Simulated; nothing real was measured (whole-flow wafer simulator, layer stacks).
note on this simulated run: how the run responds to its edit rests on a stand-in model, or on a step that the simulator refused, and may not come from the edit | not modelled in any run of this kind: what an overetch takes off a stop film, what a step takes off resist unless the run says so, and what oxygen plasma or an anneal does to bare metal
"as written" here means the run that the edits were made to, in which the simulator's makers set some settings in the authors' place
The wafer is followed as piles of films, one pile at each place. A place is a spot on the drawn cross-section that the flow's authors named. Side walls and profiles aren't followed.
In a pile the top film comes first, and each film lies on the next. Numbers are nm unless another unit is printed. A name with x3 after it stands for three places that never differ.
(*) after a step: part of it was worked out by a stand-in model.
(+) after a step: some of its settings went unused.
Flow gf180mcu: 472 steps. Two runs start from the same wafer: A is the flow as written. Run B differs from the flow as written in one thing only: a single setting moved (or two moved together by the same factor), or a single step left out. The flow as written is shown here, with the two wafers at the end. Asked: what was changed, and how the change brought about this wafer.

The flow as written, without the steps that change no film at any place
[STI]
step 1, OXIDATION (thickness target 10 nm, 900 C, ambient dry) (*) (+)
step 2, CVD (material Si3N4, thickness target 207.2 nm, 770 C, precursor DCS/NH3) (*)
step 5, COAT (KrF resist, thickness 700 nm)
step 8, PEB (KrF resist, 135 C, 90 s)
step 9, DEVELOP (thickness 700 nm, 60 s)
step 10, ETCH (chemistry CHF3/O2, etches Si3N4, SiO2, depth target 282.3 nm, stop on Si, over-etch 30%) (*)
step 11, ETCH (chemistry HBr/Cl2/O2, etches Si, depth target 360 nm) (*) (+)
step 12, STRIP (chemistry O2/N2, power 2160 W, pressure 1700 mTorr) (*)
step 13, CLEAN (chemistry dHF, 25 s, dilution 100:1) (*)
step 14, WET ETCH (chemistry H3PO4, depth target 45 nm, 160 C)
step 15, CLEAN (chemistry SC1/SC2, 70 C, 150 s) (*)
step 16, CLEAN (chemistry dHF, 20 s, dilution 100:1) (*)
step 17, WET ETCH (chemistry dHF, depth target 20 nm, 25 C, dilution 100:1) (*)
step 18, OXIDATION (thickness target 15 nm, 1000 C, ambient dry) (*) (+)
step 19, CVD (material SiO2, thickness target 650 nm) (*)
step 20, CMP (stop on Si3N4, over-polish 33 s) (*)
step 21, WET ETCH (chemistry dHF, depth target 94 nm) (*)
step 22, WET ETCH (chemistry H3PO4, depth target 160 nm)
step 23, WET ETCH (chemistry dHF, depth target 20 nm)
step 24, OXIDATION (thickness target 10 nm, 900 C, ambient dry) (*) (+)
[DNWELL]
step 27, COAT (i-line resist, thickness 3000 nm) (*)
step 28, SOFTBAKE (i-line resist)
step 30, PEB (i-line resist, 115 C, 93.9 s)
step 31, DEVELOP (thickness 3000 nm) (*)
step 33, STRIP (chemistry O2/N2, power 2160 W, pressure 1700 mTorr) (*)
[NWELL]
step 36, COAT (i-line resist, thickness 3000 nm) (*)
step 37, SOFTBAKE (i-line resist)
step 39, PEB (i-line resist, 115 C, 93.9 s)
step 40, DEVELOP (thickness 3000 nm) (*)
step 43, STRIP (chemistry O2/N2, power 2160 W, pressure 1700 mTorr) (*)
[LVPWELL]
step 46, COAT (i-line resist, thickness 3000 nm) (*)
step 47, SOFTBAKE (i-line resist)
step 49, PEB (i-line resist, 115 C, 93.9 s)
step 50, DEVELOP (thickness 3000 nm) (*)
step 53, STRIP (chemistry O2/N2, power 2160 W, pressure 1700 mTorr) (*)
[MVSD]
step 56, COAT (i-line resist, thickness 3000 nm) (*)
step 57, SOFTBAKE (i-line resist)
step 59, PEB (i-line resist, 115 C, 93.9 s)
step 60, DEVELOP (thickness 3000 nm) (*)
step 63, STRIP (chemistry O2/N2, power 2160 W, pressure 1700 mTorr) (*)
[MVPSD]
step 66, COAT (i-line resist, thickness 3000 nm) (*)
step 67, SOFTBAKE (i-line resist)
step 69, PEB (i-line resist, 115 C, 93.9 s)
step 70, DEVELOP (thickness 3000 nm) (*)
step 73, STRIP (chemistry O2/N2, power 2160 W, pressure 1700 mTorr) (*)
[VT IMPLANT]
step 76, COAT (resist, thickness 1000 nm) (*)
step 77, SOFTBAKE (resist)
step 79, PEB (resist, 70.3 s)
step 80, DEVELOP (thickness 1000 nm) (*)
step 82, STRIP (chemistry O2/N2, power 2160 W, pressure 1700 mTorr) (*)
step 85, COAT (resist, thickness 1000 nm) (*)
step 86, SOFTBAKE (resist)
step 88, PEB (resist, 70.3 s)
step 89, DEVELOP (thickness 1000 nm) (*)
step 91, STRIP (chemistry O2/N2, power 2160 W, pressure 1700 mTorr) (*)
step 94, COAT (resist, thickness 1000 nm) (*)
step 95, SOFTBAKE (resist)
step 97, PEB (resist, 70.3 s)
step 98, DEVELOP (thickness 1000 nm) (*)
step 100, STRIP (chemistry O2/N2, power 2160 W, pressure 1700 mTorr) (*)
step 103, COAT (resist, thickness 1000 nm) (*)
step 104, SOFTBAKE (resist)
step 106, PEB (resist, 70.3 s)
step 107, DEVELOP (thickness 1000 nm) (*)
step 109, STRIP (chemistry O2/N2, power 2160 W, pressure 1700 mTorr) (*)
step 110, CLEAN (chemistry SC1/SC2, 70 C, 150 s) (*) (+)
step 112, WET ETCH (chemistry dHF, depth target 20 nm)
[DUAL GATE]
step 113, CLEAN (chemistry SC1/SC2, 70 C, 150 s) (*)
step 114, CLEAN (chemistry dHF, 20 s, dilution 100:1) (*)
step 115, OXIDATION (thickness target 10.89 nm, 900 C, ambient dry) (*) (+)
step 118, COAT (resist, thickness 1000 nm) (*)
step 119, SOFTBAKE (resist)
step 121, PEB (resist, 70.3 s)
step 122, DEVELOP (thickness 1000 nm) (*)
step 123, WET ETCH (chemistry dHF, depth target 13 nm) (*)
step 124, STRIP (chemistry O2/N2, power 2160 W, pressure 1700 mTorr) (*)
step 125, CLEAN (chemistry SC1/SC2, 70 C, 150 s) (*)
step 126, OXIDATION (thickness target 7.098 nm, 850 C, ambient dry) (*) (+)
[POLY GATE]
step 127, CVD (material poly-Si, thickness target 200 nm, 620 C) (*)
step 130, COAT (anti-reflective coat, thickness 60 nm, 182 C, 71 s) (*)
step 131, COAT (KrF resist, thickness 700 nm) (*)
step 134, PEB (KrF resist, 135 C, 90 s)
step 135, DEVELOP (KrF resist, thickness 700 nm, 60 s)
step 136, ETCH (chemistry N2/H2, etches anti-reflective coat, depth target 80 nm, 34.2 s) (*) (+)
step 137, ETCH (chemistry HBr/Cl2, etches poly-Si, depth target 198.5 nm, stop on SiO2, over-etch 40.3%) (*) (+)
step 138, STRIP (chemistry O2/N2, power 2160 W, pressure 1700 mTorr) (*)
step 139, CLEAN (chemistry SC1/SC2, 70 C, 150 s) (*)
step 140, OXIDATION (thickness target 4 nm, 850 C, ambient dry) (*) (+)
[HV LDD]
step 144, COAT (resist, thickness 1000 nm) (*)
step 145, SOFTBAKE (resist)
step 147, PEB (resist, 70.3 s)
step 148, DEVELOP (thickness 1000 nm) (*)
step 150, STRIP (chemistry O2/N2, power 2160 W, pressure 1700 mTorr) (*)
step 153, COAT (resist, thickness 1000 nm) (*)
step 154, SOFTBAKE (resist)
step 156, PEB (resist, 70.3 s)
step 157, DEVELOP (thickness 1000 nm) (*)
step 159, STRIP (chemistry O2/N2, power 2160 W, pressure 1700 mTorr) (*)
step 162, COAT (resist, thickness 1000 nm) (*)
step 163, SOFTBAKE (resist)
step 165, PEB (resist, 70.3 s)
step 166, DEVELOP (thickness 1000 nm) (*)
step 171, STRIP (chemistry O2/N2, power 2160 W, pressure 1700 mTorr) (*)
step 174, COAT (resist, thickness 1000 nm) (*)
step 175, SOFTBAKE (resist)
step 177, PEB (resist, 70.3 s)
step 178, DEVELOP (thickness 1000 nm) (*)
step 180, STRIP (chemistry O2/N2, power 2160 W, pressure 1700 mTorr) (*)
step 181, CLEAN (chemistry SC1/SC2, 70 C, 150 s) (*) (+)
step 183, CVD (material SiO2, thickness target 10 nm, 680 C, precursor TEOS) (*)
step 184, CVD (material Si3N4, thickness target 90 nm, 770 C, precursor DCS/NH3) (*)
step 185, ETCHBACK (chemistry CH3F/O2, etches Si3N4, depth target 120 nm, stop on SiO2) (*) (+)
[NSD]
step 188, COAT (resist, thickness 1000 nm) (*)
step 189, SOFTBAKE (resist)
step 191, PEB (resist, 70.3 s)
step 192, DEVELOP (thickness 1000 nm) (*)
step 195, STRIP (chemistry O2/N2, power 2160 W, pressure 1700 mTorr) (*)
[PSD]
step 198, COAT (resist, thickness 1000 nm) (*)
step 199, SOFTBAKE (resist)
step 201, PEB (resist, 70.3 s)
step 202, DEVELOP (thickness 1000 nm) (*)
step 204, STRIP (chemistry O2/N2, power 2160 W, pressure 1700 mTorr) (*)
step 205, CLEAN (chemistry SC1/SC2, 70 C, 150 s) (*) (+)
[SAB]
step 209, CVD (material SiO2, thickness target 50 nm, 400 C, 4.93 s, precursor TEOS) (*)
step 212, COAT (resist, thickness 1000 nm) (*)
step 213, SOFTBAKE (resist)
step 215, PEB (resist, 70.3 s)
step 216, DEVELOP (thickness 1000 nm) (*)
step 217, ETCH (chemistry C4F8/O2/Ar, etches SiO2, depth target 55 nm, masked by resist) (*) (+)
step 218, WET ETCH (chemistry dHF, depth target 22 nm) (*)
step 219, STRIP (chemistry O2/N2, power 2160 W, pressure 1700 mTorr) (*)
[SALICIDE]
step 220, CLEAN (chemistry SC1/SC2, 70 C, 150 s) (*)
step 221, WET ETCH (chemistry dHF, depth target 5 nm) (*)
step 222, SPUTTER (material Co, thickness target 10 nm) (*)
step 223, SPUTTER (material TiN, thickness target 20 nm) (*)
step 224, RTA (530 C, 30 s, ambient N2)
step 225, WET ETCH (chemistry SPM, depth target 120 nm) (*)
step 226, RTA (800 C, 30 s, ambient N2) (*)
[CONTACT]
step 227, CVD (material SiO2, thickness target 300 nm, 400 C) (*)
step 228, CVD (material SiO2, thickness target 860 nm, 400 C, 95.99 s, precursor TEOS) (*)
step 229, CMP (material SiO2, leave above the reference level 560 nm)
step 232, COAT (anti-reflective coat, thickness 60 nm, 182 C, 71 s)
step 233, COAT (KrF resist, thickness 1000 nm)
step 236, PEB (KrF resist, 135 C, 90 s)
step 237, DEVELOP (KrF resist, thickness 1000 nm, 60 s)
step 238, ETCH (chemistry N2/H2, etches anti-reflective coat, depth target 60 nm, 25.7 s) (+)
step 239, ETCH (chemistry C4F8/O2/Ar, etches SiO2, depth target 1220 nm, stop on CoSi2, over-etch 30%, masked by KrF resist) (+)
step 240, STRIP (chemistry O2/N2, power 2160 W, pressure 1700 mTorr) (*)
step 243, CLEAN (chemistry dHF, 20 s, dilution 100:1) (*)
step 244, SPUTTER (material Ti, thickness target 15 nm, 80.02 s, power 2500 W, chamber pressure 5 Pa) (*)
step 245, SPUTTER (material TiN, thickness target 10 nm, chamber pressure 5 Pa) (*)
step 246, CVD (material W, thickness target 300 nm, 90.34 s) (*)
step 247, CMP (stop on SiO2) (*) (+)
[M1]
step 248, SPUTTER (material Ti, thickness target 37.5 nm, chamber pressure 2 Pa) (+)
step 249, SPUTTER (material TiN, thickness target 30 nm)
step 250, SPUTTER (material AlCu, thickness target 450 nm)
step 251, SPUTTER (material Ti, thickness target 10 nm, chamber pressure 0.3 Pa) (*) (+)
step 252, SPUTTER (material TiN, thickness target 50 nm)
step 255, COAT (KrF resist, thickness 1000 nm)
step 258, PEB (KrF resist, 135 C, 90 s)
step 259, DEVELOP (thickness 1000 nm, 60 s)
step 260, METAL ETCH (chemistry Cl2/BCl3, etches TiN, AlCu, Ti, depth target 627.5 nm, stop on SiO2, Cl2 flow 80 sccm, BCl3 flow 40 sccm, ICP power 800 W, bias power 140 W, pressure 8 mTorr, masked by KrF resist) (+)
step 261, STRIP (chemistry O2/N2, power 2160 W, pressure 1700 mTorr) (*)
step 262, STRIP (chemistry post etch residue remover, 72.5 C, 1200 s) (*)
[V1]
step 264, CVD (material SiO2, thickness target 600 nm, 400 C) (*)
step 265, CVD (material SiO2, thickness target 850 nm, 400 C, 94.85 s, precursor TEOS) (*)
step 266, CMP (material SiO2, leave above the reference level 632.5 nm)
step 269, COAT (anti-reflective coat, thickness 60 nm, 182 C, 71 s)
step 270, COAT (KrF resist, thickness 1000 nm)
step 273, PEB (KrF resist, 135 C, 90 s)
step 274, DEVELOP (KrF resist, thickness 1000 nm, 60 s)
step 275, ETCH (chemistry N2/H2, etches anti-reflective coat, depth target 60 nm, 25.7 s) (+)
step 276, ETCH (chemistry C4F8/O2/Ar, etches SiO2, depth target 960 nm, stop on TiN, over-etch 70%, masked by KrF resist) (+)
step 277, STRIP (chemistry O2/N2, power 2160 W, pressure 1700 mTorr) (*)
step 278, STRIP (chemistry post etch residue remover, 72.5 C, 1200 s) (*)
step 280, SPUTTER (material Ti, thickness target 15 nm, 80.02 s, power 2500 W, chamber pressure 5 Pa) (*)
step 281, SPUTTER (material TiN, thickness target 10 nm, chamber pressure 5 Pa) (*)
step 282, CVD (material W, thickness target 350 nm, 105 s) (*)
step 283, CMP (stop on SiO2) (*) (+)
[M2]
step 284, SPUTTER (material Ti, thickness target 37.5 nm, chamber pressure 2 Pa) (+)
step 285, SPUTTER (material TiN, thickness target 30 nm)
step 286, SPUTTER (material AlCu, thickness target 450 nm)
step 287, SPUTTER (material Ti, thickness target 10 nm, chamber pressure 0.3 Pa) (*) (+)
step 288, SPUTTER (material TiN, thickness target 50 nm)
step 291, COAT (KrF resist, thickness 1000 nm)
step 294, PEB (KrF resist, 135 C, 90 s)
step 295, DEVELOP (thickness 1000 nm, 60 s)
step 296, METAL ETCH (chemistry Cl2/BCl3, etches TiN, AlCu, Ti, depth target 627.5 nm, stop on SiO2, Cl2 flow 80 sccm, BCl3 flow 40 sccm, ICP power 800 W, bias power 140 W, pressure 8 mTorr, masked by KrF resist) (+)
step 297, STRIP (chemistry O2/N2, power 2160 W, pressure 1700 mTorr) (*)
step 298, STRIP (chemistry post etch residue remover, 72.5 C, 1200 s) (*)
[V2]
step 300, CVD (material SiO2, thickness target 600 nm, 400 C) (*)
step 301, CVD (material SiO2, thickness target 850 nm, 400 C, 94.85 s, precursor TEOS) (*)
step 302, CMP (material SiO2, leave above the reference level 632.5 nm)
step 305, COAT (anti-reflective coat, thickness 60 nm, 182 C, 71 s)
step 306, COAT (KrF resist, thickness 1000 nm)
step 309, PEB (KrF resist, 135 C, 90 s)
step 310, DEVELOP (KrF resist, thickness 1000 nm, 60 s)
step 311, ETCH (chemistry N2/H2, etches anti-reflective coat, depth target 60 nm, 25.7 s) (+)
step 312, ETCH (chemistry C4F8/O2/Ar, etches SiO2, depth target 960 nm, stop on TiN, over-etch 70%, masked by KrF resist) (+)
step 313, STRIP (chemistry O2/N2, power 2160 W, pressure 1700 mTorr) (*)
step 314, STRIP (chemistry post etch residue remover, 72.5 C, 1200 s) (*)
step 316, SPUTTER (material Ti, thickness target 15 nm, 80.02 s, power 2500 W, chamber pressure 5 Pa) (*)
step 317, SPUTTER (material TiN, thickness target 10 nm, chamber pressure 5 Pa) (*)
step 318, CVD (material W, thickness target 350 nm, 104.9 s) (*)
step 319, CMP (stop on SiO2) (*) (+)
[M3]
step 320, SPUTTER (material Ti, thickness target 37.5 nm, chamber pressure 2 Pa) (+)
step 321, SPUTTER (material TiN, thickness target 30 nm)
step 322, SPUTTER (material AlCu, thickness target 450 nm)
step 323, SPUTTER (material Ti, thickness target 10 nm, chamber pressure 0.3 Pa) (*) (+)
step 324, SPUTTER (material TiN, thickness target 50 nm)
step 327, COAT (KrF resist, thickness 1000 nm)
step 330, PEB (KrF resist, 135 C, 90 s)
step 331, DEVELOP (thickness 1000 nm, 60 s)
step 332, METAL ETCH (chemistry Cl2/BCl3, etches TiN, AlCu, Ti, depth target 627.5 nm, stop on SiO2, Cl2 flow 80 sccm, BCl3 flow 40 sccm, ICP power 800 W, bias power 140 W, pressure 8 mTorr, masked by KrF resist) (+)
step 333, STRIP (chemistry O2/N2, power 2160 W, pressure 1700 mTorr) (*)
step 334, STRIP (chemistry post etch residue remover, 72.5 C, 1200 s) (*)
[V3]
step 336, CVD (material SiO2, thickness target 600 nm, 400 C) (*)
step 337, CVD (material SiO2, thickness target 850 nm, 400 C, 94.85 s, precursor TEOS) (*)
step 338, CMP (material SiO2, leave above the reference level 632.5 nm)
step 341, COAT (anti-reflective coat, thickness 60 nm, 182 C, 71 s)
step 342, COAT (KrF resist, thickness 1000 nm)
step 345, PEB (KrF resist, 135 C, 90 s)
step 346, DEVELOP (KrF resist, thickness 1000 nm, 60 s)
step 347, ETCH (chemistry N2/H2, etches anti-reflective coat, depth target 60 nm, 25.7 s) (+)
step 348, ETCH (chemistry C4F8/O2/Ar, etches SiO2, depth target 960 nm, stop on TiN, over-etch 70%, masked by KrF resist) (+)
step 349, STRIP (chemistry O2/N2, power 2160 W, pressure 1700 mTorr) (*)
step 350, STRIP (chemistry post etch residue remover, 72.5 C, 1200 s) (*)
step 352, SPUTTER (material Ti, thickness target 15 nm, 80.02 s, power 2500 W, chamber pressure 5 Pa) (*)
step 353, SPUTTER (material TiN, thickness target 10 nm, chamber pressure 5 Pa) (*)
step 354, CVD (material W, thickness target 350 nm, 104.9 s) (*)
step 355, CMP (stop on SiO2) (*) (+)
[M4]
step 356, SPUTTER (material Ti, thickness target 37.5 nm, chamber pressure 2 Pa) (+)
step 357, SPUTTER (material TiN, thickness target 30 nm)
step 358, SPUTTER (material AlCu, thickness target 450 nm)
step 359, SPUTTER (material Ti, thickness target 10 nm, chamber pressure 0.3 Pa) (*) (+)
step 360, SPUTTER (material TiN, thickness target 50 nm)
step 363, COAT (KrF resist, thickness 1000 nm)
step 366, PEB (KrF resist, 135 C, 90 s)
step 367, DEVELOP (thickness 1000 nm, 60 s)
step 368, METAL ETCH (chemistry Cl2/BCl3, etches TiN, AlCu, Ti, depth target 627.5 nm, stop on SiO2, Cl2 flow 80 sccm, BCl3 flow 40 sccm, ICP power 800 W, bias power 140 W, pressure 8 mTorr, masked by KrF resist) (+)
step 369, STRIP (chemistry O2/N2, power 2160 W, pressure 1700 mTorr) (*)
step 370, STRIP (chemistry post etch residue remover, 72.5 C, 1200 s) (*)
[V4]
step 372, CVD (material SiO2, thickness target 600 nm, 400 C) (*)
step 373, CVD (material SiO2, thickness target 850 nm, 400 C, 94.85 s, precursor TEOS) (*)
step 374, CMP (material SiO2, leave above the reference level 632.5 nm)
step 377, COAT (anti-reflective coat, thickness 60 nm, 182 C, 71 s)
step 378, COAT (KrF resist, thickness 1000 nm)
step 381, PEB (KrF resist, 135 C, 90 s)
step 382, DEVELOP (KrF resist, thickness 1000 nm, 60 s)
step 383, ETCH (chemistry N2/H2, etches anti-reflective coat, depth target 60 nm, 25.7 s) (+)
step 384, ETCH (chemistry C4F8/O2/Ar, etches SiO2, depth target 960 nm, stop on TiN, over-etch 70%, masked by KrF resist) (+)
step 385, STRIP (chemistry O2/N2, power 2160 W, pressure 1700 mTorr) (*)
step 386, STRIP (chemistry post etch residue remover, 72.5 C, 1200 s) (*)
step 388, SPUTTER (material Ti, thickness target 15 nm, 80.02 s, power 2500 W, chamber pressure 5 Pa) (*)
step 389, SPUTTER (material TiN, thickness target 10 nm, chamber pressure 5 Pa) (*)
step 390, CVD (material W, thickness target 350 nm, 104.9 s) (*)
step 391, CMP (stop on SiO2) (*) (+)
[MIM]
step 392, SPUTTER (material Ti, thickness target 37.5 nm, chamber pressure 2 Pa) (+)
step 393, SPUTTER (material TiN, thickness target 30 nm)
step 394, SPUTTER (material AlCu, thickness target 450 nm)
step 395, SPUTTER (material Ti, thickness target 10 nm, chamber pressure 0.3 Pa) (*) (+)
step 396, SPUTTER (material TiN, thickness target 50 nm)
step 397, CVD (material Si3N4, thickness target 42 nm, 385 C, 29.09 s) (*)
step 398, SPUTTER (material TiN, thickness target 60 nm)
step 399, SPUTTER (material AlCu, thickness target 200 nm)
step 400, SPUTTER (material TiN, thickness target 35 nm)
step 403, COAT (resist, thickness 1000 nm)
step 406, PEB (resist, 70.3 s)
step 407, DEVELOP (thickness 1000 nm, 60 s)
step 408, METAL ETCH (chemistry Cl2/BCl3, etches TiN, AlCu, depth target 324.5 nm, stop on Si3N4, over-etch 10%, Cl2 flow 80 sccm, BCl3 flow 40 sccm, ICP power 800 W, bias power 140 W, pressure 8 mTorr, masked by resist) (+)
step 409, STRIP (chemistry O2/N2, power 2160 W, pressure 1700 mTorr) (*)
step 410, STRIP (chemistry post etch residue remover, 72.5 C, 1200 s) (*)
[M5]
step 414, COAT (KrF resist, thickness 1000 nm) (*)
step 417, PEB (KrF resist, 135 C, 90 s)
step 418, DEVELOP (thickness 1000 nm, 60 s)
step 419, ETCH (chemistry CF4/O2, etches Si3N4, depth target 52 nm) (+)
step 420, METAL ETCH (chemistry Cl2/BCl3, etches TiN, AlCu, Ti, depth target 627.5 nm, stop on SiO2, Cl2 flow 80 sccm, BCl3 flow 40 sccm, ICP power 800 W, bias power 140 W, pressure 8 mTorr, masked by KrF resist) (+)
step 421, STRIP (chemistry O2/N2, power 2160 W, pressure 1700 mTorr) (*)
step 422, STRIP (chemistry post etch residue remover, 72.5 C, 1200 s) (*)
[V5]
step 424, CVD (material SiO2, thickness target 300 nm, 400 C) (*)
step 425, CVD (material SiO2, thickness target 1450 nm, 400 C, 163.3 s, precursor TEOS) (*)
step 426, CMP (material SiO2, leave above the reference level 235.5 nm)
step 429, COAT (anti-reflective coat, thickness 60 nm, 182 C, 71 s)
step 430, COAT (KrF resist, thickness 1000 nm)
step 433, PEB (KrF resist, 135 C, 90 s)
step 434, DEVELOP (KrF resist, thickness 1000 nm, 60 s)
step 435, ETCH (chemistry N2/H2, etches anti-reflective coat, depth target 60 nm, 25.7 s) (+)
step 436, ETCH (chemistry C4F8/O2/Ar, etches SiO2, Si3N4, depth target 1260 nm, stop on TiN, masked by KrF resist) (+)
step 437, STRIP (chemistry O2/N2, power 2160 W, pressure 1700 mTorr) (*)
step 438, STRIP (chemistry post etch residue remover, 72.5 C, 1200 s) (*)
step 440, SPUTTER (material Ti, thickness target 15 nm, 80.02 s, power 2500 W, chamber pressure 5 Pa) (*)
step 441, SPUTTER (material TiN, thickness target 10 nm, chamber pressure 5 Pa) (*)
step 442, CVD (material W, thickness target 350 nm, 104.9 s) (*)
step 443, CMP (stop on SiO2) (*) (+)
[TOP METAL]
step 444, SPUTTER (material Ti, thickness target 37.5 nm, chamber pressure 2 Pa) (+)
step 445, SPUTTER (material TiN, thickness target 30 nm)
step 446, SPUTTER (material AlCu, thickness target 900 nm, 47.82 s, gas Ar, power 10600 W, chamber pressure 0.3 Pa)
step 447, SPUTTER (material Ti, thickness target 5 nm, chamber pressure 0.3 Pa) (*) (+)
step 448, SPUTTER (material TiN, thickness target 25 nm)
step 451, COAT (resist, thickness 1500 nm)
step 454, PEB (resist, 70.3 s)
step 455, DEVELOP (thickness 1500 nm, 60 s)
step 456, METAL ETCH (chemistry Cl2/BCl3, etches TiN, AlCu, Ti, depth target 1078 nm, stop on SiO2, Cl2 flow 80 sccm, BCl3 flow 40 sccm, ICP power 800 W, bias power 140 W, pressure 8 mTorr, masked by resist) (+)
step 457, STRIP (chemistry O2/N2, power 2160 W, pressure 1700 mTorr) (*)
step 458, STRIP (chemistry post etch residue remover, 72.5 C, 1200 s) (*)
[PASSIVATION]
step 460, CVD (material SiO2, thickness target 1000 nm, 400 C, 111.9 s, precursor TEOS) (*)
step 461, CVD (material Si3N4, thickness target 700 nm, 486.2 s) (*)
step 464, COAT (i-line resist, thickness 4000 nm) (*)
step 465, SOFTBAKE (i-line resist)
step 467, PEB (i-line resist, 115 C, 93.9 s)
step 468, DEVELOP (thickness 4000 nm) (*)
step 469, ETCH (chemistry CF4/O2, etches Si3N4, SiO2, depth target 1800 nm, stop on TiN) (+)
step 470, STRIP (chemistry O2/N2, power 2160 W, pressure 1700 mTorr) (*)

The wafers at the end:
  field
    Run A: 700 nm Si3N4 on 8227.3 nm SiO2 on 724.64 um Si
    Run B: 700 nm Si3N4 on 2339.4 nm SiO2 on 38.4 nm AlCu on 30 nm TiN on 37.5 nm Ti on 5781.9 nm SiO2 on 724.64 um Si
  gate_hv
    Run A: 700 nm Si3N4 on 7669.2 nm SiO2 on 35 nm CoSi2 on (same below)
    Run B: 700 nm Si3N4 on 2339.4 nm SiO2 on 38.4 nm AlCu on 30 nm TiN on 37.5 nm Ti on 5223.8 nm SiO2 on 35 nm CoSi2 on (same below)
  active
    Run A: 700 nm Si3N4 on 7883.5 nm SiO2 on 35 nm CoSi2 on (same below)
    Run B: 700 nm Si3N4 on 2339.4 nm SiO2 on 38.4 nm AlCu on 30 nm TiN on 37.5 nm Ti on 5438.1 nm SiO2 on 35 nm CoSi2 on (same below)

What caused this: step 420, METAL ETCH: depth target 464.4 nm was run, while the flow as written has depth target 627.5 nm.

Step by step, how the change led to this:
  step 420, METAL ETCH (chemistry Cl2/BCl3, etches TiN, AlCu, Ti, depth target 627.5 nm, stop on SiO2, Cl2 flow 80 sccm, BCl3 flow 40 sccm, ICP power 800 W, bias power 140 W, pressure 8 mTorr, masked by KrF resist) (+)
      field, field__w1, field__w2 and 101 more: A -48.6 TiN (all of it), -10 Ti (all of it), -450 AlCu (all of it), -30 TiN (all of it), -37.5 Ti (all of it) | B -48.6 TiN (all of it), -10 Ti (all of it), -405.8 AlCu
      field__w4, field__w8, contact, m1, m1__w1, mim, mim_1p0, m1_nw: A -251 KrF resist | B -185.8 KrF resist
  step 421, STRIP (chemistry O2/N2, power 2160 W, pressure 1700 mTorr) (*)
      field__w8, m1__w1: A -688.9 KrF resist (all of it) | B -754.1 KrF resist (all of it)
      field__w4: A -731.6 KrF resist (all of it) | B -796.9 KrF resist (all of it)
      (and at 5 other places as well)
  step 422, STRIP (chemistry post etch residue remover, 72.5 C, 1200 s) (*)
      field, field__w1, field__w2 and 101 more: A nothing | B -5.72 AlCu
  step 424, CVD (material SiO2, thickness target 300 nm, 400 C) (*)
      field, field__w1, field__w2 and 101 more: A +300 SiO2 | B +300 SiO2 (new film)
  step 426, CMP (material SiO2, leave above the reference level 235.5 nm)
      field, field__w1, field__w5 and 92 more: A -300.8 SiO2 | B -406.8 SiO2
      field__w2, field__w3, field__w12 and 6 more: A -272.7 SiO2 | B -383.4 SiO2
With metal films that touch counted as one body, field has 1 body; the flow as written gives 0 bodies.
With metal films that touch counted as one body, gate_hv has 2 bodies (between them, from the top down: SiO2 5223.8); the flow as written gives 1 body.
With metal films that touch counted as one body, active has 2 bodies (between them, from the top down: SiO2 5438.1); the flow as written gives 1 body.
